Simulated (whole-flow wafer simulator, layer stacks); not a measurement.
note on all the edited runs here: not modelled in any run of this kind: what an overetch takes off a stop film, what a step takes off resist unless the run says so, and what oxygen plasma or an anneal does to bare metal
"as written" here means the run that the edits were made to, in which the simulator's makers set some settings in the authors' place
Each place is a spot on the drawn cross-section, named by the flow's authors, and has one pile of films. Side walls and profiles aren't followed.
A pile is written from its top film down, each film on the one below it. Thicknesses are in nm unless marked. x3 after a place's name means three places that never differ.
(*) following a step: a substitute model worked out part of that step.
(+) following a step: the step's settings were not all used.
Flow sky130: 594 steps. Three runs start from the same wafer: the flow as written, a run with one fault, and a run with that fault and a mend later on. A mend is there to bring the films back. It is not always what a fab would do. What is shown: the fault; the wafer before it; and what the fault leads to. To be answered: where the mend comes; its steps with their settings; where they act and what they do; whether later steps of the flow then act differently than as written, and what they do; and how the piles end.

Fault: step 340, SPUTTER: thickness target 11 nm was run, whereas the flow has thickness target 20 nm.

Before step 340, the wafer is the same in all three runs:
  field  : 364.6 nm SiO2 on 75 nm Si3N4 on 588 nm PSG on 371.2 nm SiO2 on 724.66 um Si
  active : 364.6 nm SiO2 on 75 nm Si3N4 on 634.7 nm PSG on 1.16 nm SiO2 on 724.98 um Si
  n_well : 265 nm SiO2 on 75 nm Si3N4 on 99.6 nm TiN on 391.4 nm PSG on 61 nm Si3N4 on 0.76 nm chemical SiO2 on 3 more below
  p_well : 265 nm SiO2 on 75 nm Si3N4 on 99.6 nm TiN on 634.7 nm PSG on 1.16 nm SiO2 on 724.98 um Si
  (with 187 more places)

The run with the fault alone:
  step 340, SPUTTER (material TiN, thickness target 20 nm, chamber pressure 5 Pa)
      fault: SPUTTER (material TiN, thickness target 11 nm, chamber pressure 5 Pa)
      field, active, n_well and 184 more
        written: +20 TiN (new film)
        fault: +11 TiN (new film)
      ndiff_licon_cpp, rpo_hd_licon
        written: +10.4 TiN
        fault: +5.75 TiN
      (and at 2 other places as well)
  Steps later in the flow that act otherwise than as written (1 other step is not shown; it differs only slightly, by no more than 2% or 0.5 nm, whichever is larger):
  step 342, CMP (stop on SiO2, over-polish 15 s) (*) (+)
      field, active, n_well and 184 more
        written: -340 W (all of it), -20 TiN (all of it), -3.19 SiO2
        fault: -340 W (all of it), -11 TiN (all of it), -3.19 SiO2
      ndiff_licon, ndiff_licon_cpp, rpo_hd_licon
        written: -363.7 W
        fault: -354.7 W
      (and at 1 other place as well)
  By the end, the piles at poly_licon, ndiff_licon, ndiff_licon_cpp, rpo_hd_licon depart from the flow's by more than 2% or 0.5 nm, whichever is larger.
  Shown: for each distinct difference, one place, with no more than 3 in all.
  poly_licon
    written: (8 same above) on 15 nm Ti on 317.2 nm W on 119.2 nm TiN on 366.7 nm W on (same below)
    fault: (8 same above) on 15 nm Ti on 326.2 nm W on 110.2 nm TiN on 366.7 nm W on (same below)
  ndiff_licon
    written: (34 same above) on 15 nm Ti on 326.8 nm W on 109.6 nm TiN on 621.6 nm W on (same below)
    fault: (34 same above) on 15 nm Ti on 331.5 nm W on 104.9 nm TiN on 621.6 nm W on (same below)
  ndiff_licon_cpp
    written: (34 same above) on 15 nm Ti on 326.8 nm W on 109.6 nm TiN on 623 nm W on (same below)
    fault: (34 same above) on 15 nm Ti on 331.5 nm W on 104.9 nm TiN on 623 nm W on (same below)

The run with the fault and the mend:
  The mend follows step 340.
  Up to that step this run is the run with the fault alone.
  step 340a, SPUTTER (material TiN, thickness target 9 nm, chamber pressure 5 Pa) (a further turn of the flow's step 340, with different settings)
      field, active, n_well and 185 more
        +9 TiN
      ndiff_licon, rpo_hd_licon
        +4.62 TiN
      ndiff_licon_cpp
        +4.63 TiN
  Every later step of the flow that is run acts as written, at every place that is followed, to within 2% or 0.5 nm, whichever is larger.
  When the end is reached, the piles differ only a little from the flow's at the places that both follow, at most by 2% or 0.5 nm, whichever is larger.
